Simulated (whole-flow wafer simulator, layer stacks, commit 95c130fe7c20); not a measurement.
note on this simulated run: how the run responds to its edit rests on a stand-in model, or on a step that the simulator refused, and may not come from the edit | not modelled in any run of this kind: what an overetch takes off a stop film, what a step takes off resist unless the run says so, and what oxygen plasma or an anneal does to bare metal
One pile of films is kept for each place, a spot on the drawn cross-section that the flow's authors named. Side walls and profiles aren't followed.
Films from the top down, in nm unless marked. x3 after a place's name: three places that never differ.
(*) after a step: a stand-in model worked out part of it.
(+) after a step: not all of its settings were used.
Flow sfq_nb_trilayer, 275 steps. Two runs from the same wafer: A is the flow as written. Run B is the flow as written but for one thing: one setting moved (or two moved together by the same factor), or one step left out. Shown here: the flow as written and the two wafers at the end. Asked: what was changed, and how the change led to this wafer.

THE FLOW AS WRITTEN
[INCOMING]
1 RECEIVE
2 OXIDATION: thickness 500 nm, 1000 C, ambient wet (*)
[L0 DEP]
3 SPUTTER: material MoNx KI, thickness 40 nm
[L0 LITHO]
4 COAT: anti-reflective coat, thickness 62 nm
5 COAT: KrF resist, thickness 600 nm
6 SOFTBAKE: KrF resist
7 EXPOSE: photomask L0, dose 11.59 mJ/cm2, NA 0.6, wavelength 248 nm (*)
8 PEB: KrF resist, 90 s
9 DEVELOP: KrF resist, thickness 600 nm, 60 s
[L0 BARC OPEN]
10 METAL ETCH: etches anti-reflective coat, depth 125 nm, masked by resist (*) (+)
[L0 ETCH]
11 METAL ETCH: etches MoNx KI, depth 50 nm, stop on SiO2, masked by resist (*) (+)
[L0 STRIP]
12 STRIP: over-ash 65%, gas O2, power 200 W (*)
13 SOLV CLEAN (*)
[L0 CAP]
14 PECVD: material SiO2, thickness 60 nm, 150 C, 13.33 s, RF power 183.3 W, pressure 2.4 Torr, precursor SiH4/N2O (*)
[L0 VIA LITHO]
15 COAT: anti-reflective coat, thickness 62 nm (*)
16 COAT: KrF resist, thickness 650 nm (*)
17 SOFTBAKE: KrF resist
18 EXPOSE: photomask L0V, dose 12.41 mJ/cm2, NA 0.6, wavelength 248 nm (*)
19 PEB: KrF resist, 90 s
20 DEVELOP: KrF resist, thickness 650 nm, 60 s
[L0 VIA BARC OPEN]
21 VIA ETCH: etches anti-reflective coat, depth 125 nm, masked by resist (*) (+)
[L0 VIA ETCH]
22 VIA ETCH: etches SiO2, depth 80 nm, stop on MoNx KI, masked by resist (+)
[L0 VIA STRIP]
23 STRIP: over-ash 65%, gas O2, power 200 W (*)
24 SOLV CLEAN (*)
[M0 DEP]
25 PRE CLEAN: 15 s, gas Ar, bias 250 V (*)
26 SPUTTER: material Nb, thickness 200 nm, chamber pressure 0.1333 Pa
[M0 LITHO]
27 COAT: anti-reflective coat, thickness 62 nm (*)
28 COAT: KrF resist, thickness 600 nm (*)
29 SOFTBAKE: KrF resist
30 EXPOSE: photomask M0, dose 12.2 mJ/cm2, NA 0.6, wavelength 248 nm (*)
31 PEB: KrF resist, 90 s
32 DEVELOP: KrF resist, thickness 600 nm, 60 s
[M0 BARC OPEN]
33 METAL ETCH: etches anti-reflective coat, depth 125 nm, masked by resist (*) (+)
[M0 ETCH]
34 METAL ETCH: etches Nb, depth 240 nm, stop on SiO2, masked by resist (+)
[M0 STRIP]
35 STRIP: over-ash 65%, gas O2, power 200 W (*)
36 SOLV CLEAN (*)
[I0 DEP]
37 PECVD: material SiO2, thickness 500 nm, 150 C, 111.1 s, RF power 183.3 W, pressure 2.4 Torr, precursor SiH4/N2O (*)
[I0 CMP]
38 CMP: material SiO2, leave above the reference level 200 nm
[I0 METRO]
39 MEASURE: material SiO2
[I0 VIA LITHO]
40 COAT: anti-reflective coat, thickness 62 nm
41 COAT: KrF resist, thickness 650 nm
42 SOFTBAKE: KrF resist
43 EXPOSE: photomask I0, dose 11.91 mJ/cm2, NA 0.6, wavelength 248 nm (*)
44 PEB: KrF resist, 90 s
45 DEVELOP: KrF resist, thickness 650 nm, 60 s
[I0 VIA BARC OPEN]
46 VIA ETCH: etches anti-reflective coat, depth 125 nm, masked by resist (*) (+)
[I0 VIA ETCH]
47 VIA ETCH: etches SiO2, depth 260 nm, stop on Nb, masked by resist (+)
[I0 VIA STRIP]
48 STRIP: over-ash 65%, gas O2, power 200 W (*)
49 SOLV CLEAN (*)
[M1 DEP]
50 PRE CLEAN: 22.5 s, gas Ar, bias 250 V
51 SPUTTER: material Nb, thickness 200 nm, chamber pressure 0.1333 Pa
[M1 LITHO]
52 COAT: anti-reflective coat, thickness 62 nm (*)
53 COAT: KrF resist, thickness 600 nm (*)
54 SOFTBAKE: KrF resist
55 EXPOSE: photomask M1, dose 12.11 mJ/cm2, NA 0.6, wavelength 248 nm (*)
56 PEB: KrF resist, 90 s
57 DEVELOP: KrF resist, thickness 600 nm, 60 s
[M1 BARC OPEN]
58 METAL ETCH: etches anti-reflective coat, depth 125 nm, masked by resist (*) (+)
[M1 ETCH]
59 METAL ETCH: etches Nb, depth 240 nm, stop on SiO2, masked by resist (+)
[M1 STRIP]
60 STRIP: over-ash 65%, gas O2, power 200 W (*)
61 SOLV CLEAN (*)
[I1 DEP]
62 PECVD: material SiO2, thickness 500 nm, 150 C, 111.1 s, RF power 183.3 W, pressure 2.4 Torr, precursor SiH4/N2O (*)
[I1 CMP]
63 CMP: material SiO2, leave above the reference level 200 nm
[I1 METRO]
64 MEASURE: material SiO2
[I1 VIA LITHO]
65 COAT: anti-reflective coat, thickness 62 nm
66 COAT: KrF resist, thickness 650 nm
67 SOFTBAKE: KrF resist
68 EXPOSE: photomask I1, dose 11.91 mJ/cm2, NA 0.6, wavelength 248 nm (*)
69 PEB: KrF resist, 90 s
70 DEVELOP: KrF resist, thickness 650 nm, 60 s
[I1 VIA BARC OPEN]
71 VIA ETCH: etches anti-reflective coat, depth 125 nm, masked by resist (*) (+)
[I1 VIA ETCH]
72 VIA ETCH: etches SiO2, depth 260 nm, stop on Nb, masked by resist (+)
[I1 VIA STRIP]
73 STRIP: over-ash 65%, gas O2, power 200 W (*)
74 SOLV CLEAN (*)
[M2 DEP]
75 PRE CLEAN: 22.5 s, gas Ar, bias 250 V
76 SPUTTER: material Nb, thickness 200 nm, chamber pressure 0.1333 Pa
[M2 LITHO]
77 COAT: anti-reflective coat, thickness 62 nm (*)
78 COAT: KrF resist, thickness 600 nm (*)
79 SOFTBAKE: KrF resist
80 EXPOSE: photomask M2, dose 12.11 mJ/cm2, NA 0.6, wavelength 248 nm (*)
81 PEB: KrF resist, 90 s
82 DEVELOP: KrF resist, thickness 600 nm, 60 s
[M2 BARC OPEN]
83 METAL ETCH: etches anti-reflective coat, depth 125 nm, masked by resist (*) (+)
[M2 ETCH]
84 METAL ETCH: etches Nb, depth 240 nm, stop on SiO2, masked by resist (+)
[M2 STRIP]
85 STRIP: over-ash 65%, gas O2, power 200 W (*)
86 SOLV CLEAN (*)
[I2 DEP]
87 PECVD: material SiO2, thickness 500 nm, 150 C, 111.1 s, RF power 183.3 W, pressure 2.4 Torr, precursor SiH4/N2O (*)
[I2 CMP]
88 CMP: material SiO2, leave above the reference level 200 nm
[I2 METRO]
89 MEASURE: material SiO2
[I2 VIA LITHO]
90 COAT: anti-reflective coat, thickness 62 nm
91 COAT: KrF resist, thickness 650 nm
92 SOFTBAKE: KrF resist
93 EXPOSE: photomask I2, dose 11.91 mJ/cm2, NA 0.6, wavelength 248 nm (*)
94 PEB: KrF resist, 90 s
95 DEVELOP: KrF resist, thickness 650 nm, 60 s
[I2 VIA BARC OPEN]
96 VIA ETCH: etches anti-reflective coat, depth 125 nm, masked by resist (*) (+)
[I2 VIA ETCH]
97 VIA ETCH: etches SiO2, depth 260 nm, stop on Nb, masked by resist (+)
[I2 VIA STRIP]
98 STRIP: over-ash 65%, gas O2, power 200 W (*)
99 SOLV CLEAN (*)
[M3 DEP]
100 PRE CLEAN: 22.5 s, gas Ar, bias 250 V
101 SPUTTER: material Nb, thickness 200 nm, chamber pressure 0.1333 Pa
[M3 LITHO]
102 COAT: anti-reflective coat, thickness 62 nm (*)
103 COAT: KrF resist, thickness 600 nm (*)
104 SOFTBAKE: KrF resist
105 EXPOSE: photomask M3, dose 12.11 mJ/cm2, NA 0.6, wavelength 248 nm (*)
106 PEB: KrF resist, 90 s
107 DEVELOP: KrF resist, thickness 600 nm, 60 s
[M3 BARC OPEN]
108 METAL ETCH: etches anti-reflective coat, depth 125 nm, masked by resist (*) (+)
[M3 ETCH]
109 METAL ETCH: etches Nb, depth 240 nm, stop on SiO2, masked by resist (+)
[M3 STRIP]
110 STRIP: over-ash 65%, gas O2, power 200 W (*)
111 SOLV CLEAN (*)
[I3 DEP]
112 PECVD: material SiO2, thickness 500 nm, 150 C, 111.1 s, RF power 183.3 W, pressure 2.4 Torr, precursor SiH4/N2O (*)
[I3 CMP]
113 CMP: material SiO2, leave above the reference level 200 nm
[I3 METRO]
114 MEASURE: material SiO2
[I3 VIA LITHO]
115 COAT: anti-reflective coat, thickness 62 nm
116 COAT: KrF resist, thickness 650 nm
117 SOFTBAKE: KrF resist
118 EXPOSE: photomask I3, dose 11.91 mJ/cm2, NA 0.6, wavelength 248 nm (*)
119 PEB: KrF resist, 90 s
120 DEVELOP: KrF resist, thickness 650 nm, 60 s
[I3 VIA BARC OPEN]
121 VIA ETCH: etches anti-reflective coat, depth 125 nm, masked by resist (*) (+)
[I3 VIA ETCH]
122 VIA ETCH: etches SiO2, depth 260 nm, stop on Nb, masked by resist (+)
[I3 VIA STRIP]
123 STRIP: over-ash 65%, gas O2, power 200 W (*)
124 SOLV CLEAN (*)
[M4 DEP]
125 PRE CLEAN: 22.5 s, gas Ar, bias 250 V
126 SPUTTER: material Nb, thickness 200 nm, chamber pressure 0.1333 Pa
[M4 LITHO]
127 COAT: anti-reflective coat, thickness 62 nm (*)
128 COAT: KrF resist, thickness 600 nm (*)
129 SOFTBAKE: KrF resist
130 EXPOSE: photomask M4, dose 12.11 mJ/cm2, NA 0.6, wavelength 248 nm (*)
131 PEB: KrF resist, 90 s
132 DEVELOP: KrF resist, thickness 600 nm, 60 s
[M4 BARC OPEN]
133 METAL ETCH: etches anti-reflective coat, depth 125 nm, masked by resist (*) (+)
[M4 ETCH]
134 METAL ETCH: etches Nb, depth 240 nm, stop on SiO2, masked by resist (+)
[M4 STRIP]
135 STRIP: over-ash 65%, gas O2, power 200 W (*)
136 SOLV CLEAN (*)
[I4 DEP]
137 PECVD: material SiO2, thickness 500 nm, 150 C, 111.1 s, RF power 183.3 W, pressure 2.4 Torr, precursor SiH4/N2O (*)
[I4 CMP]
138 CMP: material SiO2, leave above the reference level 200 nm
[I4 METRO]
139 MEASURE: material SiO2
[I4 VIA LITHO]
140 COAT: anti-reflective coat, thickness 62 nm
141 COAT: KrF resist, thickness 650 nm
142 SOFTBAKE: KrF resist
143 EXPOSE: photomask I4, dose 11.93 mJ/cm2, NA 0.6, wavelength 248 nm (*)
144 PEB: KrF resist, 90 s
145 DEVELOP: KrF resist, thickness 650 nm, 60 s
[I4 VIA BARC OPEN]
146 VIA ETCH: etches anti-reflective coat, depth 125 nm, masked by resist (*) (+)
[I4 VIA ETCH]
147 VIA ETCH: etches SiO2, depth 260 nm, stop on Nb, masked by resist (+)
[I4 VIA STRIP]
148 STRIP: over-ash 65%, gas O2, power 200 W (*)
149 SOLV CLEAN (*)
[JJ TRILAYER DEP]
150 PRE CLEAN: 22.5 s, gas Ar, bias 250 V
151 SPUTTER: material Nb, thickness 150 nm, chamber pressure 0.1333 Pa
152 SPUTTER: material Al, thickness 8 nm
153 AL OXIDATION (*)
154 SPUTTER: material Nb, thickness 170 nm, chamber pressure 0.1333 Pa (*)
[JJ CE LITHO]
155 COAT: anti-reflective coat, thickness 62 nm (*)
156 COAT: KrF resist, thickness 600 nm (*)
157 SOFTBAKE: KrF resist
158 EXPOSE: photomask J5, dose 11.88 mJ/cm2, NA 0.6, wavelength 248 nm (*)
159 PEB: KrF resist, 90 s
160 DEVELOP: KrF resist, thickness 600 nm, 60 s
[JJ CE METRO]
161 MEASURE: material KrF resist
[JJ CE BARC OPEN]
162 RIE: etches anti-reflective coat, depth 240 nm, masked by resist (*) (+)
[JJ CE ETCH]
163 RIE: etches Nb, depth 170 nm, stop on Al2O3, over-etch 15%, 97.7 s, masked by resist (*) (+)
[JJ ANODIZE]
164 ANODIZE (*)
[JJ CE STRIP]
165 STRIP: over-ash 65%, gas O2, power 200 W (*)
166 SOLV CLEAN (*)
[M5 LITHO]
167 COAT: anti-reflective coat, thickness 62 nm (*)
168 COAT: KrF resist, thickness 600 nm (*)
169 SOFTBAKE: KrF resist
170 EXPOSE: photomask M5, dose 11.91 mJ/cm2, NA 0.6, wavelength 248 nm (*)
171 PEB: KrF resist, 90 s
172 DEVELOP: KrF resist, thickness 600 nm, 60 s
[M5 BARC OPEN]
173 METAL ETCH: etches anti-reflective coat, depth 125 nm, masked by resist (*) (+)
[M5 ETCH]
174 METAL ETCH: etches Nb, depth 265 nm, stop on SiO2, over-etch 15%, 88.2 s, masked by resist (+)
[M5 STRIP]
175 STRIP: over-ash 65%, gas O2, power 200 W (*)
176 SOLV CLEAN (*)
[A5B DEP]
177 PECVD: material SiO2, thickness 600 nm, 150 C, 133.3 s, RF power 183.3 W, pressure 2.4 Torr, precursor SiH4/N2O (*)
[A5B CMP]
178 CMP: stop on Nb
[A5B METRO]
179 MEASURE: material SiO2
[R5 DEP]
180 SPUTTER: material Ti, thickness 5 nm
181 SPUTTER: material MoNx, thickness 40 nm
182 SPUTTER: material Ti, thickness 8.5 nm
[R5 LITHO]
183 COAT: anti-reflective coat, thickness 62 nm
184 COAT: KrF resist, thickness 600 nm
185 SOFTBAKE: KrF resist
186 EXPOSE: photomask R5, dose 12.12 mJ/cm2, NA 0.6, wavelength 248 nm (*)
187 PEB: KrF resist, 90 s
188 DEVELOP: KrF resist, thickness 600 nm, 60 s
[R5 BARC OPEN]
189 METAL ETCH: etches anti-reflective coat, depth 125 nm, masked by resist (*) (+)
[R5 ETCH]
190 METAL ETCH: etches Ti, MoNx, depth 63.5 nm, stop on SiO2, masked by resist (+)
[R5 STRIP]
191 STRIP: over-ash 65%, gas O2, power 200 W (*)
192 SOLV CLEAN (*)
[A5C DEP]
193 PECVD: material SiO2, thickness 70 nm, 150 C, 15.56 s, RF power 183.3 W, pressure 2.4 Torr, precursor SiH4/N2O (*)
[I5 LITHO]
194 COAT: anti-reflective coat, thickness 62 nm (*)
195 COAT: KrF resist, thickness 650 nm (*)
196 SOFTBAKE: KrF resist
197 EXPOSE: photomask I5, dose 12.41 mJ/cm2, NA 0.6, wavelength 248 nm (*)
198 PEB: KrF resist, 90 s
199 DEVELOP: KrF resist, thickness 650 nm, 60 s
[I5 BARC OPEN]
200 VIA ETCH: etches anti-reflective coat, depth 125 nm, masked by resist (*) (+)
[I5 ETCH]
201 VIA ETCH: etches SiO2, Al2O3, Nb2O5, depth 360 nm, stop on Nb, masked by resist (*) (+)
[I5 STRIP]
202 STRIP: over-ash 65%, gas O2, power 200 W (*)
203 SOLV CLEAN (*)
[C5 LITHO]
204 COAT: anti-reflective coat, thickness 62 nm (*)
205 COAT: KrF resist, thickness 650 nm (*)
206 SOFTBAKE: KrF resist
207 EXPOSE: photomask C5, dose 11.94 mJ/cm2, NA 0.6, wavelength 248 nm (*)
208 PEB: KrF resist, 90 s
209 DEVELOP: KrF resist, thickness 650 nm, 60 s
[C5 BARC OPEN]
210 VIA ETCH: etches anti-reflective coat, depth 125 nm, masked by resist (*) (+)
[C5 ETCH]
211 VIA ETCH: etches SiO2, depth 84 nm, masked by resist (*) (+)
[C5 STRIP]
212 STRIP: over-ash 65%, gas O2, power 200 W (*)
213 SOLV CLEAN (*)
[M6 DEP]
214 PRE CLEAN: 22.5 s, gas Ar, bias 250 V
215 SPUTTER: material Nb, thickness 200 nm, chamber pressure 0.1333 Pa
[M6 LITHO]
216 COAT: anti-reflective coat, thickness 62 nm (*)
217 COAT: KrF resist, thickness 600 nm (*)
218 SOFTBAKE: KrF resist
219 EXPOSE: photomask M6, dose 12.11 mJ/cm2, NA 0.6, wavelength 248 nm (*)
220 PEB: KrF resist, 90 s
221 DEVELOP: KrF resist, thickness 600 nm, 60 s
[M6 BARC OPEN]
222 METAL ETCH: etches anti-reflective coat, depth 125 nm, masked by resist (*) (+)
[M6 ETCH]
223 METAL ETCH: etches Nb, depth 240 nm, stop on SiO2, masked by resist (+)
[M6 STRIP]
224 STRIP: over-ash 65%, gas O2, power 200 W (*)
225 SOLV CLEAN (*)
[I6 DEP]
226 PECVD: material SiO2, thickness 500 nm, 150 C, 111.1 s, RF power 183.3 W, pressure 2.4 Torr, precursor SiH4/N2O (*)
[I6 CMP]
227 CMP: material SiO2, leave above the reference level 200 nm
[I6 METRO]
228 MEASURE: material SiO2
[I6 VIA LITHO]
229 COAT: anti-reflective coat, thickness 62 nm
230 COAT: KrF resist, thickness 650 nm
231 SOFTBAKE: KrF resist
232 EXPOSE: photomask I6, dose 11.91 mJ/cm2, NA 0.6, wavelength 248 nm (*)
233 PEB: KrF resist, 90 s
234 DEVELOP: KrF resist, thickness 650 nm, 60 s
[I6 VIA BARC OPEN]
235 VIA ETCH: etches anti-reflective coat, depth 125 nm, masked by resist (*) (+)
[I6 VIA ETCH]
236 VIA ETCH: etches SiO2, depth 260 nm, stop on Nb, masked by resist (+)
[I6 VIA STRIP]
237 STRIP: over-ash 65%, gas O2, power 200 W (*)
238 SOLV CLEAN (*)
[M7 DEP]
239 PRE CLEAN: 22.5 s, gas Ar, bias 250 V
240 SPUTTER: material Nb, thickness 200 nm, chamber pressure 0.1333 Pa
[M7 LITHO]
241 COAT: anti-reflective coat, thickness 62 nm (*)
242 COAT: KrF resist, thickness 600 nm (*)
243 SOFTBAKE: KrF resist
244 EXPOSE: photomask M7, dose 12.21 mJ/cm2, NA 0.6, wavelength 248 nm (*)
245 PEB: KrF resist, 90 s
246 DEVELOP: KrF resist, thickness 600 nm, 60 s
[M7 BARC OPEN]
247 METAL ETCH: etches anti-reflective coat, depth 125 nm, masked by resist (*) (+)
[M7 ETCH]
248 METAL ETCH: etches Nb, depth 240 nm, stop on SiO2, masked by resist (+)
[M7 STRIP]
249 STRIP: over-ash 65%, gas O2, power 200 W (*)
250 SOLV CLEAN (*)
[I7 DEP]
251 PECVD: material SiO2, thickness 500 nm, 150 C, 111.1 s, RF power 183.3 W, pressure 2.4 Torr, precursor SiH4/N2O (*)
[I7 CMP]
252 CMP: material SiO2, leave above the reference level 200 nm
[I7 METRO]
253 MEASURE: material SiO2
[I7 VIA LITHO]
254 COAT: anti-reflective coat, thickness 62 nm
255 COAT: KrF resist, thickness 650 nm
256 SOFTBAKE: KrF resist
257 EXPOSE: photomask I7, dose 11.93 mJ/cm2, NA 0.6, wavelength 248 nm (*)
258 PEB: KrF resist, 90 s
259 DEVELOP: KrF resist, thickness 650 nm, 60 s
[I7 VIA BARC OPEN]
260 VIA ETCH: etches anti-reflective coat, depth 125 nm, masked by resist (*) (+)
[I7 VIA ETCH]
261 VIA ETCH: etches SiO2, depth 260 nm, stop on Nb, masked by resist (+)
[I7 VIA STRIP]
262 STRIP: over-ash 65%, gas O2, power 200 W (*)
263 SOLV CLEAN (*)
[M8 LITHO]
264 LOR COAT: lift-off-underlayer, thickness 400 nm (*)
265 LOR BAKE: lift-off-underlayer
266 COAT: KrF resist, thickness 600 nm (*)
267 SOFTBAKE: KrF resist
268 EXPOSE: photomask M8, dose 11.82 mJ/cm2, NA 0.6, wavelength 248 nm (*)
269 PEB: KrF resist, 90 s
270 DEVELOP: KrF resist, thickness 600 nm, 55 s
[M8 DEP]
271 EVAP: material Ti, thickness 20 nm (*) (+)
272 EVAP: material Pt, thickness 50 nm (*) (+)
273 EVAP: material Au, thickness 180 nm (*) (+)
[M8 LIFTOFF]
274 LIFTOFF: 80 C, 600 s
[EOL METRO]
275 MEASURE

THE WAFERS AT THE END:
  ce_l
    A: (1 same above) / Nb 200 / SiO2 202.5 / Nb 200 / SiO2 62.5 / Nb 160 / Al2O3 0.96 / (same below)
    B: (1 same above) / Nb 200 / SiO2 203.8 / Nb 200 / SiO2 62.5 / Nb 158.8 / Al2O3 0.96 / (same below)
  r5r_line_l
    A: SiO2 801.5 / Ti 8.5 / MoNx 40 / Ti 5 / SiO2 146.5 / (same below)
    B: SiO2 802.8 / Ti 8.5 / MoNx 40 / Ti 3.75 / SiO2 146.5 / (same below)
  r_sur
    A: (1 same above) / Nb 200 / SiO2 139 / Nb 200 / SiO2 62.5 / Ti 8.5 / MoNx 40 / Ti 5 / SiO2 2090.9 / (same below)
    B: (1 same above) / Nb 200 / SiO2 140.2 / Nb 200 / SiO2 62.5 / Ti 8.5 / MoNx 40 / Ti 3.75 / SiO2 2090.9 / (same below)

The cause: step 180, SPUTTER: thickness 3.75 nm was run, where the flow has thickness 5 nm.
It can be read off the wafer: r5r_line_l has Ti 3.75, and step 180 as written asks for 5 nm.

How the change led to this, step by step:
  180 SPUTTER: material Ti, thickness 5 nm
      field_l, v_sur, via_wl and 103 more: A Ti +5 (new film) | B Ti +3.75 (new film)
  190 METAL ETCH: etches Ti, MoNx, depth 63.5 nm, stop on SiO2, masked by resist (+)
      field_l, v_sur, via_wl and 92 more: A Ti -8.5 (all of it), MoNx -40 (all of it), Ti -5 (all of it) | B Ti -8.5 (all of it), MoNx -40 (all of it), Ti -3.75 (all of it)
      ce_l, c5j, ce_r, wl_jj: A Ti -8.5 (all of it), MoNx -40 (all of it), Ti -5 (all of it), Nb -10 | B Ti -8.5 (all of it), MoNx -40 (all of it), Ti -3.75 (all of it), Nb -11.2
